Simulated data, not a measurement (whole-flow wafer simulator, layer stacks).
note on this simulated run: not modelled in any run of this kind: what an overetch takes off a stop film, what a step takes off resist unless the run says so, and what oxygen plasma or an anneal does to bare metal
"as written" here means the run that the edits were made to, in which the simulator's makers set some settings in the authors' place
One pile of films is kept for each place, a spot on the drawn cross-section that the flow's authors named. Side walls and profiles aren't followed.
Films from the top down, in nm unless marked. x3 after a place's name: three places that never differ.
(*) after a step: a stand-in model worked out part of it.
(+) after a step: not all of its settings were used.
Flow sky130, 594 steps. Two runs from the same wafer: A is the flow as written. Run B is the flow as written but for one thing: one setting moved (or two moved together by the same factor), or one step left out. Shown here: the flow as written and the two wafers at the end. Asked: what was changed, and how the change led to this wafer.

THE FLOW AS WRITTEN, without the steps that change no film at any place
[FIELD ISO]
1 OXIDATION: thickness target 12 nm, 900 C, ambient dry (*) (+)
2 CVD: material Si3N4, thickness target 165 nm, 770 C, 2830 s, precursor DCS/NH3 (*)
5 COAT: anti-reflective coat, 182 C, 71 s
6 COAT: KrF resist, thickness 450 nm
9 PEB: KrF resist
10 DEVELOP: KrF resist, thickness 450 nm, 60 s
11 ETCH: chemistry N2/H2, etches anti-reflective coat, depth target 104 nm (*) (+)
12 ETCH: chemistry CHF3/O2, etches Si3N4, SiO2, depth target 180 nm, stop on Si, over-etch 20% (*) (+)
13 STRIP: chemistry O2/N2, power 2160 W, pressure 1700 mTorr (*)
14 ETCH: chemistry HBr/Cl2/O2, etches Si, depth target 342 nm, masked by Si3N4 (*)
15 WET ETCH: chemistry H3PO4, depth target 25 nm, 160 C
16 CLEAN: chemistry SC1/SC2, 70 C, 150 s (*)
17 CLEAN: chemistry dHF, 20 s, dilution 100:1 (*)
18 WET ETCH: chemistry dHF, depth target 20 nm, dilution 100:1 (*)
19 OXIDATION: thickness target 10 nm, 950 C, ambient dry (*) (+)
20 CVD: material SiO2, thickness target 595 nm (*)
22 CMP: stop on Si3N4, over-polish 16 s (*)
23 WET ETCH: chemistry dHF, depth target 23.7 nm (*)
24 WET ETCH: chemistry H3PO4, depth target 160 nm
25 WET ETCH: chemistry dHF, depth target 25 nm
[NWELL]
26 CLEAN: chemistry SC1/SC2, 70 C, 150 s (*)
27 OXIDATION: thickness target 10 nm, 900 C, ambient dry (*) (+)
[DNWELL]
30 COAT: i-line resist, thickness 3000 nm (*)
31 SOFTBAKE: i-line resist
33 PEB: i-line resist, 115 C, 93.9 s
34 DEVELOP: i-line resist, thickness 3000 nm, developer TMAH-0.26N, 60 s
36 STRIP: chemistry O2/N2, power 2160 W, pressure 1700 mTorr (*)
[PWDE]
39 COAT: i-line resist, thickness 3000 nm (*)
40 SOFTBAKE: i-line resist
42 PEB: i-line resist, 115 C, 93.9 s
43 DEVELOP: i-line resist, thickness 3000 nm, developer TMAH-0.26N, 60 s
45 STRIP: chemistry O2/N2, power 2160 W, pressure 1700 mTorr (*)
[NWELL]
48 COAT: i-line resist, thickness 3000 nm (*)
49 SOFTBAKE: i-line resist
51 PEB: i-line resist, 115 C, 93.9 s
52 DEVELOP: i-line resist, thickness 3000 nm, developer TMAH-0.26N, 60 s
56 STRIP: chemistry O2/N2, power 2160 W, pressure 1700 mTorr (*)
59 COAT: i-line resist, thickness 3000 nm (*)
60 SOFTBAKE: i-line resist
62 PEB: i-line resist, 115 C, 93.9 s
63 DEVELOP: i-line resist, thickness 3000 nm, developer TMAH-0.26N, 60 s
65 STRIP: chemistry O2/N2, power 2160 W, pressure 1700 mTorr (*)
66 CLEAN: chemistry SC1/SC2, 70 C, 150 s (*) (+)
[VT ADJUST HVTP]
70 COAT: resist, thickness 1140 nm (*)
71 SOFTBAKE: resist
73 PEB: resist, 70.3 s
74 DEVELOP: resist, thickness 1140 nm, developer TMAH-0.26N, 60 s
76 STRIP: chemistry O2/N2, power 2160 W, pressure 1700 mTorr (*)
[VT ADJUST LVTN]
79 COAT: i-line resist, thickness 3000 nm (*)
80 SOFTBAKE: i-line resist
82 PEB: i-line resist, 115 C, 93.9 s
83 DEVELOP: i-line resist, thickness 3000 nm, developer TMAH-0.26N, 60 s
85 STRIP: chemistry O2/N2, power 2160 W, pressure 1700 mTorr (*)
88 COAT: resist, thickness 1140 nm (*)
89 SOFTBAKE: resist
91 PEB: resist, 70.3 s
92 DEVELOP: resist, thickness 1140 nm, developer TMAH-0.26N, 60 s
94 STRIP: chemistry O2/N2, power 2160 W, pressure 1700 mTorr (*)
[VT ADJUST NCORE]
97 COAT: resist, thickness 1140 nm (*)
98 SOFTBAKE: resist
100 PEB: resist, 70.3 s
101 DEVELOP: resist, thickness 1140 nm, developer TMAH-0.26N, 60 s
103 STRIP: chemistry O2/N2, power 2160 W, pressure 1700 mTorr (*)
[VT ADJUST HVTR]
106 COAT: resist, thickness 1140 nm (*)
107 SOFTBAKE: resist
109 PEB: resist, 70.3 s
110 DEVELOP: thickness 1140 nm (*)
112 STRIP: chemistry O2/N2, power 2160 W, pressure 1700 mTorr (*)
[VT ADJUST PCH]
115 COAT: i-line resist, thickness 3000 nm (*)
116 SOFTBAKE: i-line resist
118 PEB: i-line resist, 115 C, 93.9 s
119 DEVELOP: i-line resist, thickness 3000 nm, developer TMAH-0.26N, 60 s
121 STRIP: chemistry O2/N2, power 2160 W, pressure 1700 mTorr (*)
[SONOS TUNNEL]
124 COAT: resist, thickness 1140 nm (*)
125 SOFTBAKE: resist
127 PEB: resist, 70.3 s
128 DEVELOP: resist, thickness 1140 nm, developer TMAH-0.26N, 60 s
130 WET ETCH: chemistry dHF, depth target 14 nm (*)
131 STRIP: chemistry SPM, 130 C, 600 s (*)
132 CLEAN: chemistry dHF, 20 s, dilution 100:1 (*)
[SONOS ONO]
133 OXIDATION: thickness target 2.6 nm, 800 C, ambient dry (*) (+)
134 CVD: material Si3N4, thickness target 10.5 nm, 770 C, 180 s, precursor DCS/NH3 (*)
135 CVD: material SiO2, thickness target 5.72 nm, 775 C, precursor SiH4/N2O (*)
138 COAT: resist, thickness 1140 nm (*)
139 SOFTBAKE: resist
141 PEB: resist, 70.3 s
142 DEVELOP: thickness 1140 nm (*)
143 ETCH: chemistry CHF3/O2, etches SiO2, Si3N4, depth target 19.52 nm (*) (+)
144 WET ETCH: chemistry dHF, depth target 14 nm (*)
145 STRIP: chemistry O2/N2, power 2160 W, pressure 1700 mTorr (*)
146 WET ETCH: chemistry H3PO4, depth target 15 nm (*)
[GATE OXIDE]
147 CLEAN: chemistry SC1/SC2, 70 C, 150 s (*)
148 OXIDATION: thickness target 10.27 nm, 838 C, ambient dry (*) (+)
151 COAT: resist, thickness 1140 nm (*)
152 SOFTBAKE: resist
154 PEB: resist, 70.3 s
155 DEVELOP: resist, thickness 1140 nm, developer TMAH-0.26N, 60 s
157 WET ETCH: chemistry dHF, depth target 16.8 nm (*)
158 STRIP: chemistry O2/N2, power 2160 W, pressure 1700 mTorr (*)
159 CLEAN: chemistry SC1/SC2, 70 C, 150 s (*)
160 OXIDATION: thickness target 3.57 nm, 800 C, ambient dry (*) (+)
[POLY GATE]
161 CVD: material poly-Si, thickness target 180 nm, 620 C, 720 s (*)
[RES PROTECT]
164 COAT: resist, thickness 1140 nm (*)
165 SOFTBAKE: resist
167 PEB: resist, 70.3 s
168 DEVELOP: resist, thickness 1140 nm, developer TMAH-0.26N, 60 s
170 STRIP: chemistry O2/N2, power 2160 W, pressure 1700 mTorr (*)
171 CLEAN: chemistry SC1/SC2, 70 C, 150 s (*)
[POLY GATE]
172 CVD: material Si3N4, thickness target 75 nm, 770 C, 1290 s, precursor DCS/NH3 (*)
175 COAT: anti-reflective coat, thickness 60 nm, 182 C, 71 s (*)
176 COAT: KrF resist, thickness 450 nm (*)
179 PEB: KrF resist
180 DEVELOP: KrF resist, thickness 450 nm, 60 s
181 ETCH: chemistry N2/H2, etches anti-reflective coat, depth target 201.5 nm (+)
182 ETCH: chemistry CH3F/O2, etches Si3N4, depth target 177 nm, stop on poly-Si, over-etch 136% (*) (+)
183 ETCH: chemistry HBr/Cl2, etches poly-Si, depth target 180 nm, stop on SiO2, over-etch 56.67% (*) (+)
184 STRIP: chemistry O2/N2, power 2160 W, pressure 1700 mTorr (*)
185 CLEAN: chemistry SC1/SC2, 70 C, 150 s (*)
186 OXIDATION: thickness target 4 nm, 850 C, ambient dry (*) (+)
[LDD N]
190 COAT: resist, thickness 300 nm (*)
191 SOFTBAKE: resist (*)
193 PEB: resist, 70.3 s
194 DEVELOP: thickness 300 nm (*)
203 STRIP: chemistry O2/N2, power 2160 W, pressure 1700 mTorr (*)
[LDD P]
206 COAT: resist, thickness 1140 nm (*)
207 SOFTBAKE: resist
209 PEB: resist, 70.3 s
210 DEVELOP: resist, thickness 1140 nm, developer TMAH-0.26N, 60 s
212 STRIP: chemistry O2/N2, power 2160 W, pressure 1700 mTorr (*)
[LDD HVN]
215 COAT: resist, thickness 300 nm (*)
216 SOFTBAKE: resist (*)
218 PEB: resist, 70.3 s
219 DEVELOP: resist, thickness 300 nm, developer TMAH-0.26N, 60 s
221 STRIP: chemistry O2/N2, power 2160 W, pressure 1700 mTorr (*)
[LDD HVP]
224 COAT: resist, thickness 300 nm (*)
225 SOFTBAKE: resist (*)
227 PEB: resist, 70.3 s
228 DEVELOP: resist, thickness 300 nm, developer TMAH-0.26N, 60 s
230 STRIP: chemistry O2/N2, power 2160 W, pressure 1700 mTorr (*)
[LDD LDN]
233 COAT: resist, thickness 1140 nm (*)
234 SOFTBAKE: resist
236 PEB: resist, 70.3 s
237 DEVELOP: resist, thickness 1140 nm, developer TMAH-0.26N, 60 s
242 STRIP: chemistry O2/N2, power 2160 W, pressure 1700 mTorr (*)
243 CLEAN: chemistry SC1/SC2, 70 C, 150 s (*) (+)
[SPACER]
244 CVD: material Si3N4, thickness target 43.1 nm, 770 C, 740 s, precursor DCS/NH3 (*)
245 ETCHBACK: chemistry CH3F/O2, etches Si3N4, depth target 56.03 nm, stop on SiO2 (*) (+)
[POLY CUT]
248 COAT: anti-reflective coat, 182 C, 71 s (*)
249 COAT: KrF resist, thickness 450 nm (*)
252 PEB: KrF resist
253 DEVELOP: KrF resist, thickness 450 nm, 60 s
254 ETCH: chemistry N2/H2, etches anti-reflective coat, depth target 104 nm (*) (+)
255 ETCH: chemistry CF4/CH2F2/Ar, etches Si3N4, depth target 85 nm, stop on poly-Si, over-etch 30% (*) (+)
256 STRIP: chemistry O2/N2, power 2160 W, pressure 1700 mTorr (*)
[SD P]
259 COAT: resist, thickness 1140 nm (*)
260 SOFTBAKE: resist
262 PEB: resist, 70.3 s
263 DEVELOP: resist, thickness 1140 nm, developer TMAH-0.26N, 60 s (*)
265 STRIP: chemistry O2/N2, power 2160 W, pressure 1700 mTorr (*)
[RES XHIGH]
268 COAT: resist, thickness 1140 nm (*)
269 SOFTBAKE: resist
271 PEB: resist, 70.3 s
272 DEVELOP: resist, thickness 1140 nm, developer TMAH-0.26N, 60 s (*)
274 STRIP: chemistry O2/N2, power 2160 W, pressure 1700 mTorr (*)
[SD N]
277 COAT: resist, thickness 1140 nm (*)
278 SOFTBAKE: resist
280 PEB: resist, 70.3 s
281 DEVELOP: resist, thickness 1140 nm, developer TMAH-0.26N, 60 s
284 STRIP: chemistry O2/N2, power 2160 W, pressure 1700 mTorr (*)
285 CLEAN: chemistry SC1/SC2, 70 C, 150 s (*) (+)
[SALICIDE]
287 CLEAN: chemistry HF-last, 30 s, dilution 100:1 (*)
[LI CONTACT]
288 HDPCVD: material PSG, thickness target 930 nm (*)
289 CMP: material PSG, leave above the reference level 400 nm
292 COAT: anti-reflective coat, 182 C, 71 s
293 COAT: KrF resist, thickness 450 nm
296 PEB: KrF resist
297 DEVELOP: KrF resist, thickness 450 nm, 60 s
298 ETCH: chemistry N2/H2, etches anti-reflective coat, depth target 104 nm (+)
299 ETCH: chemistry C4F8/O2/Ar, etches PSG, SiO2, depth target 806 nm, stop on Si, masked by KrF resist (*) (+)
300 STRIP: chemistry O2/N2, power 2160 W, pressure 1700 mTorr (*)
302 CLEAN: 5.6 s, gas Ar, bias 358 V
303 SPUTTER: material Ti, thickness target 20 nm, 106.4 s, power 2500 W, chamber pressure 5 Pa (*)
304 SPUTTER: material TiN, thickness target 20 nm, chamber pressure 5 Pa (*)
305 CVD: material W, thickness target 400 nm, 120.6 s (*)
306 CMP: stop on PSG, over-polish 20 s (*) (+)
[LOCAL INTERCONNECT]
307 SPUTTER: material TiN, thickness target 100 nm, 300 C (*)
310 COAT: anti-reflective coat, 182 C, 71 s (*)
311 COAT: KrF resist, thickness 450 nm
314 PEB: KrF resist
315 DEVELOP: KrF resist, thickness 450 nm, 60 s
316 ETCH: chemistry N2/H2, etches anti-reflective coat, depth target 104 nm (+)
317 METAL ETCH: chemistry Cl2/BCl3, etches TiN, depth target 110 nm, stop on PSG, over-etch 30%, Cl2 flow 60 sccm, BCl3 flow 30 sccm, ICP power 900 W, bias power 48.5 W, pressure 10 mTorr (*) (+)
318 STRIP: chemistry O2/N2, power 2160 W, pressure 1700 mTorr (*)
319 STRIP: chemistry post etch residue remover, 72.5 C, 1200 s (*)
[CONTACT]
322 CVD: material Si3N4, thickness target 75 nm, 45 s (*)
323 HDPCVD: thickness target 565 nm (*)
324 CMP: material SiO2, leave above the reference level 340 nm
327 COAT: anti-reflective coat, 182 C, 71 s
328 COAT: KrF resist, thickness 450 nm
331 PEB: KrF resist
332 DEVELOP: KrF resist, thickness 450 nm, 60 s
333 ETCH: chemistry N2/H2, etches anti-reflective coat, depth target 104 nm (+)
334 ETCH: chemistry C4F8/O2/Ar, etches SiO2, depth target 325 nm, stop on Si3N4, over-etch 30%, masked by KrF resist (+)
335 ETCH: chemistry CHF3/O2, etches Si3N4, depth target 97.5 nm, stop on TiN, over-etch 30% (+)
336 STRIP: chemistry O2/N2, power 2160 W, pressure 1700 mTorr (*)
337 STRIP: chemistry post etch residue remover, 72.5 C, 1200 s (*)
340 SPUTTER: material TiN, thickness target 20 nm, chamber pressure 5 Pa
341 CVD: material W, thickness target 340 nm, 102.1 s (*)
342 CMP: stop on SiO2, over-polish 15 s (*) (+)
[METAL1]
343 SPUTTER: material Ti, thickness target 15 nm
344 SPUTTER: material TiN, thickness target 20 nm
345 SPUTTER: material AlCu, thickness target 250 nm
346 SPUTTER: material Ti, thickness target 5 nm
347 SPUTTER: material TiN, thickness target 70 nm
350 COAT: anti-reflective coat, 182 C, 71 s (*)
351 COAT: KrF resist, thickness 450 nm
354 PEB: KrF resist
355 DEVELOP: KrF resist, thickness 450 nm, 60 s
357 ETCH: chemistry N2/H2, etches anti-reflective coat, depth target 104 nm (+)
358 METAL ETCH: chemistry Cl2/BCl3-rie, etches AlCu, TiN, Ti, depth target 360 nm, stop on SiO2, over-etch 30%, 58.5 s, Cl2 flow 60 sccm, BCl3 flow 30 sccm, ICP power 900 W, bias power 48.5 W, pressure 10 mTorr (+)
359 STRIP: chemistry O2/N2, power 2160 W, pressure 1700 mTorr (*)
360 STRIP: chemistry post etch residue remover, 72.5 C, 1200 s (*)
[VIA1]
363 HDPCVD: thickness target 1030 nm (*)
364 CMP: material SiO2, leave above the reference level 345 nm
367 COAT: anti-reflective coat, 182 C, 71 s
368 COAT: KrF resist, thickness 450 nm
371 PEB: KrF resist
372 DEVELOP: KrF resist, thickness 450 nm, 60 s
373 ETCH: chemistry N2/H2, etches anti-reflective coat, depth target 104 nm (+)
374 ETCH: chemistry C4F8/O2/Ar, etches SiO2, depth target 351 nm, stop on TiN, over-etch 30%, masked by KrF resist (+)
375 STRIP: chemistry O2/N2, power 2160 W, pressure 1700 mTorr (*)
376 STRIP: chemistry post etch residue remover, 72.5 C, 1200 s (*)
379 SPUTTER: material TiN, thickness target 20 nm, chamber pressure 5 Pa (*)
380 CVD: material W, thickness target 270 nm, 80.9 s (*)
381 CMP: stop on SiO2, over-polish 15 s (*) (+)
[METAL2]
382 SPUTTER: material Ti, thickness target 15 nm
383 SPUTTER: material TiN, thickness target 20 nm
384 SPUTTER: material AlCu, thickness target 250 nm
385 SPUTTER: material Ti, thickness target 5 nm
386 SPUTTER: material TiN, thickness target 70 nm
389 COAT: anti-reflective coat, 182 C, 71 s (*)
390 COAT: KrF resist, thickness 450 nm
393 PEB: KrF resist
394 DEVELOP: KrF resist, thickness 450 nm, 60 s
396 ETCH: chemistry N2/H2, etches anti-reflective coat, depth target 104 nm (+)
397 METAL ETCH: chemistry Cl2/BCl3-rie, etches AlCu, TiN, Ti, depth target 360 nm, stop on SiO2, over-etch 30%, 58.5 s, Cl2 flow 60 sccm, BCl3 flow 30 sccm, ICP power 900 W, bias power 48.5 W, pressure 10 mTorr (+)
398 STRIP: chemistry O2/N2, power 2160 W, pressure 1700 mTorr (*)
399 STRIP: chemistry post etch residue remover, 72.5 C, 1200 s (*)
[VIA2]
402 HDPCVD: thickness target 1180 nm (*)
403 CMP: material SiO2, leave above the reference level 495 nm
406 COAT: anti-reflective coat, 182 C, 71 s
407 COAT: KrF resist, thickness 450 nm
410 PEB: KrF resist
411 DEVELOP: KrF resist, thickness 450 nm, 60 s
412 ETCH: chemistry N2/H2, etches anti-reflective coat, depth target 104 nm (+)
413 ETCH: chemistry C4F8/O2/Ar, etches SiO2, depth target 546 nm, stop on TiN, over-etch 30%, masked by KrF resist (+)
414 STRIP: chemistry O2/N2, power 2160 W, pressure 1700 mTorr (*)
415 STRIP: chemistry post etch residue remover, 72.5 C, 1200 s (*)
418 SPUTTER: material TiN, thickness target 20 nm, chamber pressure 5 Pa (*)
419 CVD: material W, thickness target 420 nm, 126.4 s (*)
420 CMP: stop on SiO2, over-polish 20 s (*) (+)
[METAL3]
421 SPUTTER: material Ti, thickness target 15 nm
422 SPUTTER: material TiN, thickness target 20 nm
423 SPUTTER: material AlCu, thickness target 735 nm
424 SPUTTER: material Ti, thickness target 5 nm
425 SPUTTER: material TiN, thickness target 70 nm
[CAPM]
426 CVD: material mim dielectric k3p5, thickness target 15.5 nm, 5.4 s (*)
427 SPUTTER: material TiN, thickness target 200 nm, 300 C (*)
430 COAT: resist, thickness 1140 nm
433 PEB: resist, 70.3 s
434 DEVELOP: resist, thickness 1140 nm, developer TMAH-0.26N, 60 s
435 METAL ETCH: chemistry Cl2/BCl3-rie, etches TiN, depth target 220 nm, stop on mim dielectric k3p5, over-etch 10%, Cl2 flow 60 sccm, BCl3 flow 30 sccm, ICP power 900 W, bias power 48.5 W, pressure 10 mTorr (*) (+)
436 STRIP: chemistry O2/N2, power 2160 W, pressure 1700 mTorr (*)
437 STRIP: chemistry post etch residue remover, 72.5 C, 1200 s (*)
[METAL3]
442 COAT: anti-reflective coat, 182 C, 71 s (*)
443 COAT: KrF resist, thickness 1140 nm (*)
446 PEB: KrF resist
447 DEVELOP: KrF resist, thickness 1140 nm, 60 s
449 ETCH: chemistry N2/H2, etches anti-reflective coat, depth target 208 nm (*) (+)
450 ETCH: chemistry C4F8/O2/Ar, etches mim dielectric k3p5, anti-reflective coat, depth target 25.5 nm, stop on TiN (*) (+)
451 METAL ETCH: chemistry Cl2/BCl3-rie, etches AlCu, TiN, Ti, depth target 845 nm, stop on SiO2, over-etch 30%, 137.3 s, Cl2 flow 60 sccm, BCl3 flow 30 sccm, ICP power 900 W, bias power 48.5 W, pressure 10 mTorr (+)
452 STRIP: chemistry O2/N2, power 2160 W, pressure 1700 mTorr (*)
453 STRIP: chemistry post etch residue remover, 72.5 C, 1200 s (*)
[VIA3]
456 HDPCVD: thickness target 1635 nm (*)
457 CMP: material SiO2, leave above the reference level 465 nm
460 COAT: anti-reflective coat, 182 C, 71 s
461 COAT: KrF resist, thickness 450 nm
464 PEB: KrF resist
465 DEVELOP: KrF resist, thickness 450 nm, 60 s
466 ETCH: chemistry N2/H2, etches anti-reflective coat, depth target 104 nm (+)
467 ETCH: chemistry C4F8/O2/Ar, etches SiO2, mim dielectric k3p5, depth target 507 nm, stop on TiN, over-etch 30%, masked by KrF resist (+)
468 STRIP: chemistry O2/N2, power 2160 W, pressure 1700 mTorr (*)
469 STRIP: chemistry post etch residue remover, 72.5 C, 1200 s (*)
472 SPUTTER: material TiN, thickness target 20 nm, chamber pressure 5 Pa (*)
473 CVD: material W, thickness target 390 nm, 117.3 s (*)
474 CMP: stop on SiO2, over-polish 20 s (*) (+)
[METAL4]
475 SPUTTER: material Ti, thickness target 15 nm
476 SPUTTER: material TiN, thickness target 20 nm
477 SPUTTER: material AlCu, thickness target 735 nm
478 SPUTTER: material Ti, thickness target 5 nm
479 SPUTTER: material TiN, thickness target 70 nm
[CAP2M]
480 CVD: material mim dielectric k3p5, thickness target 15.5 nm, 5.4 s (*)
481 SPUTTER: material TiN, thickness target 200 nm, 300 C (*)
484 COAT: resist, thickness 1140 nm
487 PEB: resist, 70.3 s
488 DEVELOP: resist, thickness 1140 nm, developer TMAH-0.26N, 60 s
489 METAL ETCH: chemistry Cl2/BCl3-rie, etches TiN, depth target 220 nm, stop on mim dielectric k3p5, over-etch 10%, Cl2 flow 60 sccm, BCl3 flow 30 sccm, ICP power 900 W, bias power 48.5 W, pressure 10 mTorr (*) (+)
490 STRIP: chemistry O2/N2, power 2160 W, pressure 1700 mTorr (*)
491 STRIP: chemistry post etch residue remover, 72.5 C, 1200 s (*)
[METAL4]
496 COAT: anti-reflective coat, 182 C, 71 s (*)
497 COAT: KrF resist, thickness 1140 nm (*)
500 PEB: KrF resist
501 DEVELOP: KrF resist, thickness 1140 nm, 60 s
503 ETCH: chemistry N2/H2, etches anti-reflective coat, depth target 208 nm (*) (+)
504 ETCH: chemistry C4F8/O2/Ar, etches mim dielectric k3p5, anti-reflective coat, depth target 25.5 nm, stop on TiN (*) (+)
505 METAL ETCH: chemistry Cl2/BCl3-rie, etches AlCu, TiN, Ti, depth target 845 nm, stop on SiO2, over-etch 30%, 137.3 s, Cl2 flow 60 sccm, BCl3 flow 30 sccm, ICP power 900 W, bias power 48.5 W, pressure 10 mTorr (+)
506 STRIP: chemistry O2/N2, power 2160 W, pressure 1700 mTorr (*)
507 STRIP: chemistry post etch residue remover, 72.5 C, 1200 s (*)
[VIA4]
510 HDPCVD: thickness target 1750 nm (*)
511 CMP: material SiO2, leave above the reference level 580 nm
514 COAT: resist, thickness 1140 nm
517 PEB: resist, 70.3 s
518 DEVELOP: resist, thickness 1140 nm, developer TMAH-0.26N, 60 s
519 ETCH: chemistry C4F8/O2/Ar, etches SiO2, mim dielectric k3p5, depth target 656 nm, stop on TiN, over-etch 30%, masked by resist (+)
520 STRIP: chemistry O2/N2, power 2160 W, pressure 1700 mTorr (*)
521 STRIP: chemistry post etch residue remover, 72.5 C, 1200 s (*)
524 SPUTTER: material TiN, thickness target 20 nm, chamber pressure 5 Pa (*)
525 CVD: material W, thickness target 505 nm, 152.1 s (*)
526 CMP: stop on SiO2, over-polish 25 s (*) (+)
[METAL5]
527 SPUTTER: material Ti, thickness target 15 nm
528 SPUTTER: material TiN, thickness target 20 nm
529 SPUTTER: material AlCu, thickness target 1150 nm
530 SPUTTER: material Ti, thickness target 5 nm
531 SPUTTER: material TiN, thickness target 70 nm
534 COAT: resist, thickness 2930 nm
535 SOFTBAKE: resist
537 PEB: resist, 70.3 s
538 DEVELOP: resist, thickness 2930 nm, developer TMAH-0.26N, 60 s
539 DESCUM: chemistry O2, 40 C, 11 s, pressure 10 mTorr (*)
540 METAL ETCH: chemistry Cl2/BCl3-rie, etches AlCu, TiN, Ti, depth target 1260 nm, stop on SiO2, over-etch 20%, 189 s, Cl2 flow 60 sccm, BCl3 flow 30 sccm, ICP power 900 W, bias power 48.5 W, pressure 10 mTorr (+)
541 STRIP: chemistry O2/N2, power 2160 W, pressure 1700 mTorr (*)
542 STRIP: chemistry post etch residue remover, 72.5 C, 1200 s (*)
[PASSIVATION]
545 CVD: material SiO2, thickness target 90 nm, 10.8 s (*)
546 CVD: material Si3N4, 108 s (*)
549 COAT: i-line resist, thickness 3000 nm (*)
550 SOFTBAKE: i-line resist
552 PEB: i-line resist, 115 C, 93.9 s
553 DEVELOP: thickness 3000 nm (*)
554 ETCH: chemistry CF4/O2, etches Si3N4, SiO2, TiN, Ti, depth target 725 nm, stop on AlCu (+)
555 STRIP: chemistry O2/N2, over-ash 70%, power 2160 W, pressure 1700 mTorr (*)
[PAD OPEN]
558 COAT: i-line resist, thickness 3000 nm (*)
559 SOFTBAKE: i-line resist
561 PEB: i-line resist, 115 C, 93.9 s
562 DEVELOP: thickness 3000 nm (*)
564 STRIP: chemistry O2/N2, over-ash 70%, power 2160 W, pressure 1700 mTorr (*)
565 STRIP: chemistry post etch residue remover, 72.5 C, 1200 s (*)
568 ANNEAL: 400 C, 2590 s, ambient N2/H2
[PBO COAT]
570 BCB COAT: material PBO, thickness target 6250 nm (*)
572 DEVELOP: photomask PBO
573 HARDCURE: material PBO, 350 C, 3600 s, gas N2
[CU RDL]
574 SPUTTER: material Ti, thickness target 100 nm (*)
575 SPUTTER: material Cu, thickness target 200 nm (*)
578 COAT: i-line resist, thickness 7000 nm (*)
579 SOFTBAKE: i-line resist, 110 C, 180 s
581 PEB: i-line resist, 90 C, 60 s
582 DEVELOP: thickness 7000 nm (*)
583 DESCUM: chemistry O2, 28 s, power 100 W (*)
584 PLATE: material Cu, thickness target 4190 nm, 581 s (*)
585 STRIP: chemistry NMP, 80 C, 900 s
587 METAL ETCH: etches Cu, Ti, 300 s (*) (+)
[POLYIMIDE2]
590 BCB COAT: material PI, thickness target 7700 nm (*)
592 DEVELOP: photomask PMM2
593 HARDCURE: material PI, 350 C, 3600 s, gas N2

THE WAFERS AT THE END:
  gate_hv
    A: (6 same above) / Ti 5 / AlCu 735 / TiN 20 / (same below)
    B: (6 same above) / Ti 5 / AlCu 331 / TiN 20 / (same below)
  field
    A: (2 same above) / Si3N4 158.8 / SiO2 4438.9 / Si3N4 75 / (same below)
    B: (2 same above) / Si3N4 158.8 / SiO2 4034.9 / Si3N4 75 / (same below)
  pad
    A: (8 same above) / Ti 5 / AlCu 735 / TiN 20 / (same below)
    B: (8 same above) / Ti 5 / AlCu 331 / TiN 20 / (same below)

The cause: step 477, SPUTTER: thickness target 331 nm was run, where the flow has thickness target 735 nm.
It can be read off the wafer: gate_hv has AlCu 331, and step 477 as written asks for 735 nm.

How the change led to this, step by step:
  477 SPUTTER: material AlCu, thickness target 735 nm
      field, active, n_well and 189 more: A AlCu +735 (new film) | B AlCu +331 (new film)
  505 METAL ETCH: chemistry Cl2/BCl3-rie, etches AlCu, TiN, Ti, depth target 845 nm, stop on SiO2, over-etch 30%, 137.3 s, Cl2 flow 60 sccm, BCl3 flow 30 sccm, ICP power 900 W, bias power 48.5 W, pressure 10 mTorr (+)
      field, gate, spacer and 68 more: A TiN -70 (all of it), Ti -5 (all of it), AlCu -735 (all of it), TiN -20 (all of it), Ti -15 (all of it), SiO2 -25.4 | B TiN -70 (all of it), Ti -5 (all of it), AlCu -331 (all of it), TiN -20 (all of it), Ti -15 (all of it), SiO2 -65.8
      active, vpp_iso1, mim_edge_plate and 14 more: A TiN -70 (all of it), Ti -5 (all of it), AlCu -735 (all of it), TiN -20 (all of it), Ti -15 (all of it), SiO2 -25.3 | B TiN -70 (all of it), Ti -5 (all of it), AlCu -331 (all of it), TiN -20 (all of it), Ti -15 (all of it), SiO2 -65.8
  511 CMP: material SiO2, leave above the reference level 580 nm
      field, active, gate and 77 more: A SiO2 -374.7 | B SiO2 -738.2
      iso_guard__w1, mim_edge_gap, vpp_m3ln, via2_enc: A SiO2 -374.6 | B SiO2 -738.3
      (and at 4 more places)
